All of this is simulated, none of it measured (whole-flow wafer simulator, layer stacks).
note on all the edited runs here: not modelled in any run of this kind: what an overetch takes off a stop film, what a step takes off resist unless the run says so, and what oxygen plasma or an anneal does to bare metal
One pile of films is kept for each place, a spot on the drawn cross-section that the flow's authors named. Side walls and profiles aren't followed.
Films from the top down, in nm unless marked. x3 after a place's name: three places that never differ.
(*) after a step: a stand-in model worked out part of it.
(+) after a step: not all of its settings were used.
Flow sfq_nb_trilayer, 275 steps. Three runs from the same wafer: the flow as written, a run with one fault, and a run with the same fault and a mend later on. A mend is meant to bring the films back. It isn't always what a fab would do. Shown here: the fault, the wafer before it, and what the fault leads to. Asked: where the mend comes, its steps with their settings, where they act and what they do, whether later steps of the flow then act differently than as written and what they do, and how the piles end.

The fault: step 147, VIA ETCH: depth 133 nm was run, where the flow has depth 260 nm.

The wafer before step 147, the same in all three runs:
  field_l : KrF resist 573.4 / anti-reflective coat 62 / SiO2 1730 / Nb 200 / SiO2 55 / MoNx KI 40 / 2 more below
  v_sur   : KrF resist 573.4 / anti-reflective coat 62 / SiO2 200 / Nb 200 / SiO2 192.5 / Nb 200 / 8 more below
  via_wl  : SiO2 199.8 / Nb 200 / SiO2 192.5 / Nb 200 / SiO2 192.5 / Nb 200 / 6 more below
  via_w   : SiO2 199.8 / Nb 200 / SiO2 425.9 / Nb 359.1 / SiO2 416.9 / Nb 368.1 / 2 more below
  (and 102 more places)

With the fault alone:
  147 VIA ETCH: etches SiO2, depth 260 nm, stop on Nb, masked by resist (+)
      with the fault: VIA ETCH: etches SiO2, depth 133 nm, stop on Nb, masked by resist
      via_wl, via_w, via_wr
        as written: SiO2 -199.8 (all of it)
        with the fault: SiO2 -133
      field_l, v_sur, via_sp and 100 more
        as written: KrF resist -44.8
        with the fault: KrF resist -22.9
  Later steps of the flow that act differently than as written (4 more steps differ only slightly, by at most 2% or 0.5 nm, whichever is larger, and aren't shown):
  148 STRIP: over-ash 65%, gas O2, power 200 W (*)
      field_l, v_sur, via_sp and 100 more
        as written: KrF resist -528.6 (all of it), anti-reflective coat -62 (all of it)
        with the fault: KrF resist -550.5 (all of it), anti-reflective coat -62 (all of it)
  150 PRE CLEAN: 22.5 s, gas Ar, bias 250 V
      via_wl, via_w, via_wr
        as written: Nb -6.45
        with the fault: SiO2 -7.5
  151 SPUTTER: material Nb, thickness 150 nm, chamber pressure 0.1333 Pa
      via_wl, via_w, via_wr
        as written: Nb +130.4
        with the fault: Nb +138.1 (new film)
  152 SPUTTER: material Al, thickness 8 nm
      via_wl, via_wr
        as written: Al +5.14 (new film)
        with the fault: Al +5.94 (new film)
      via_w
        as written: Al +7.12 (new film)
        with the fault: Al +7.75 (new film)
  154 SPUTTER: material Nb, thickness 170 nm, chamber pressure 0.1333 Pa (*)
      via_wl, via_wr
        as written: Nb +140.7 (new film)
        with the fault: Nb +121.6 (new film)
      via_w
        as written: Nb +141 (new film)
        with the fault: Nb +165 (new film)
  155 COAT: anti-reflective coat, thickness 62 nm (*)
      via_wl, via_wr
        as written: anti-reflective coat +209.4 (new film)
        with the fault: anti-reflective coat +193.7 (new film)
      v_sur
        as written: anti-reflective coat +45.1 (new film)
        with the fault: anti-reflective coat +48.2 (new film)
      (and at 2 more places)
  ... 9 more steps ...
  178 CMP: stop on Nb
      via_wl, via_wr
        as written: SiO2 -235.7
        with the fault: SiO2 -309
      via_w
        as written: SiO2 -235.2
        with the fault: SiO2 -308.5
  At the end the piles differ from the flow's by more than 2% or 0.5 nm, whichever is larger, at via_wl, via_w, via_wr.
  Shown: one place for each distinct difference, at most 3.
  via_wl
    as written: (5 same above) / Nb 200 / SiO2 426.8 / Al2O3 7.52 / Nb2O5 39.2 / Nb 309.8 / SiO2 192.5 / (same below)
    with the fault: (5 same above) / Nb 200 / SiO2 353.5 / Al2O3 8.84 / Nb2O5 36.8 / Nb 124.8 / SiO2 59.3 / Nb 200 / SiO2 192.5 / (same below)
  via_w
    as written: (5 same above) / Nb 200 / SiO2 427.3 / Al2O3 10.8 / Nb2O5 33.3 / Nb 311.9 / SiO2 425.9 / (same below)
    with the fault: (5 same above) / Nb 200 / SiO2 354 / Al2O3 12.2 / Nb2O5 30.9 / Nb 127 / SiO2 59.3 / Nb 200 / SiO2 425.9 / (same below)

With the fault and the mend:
  The mend comes after step 147.
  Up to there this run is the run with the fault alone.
  147a VIA ETCH: etches SiO2, depth 127 nm, stop on Nb, masked by resist (+) (the flow's step 147 once more, with other settings)
      field_l, v_sur, via_sp and 100 more
        KrF resist -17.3
      via_wl, via_w, via_wr
        SiO2 -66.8 (all of it)
  No later step of the flow acts differently than as written, at any place that is followed, by more than 2% or 0.5 nm, whichever is larger.
  At the end the piles are the same as the flow's at every place that both follow.
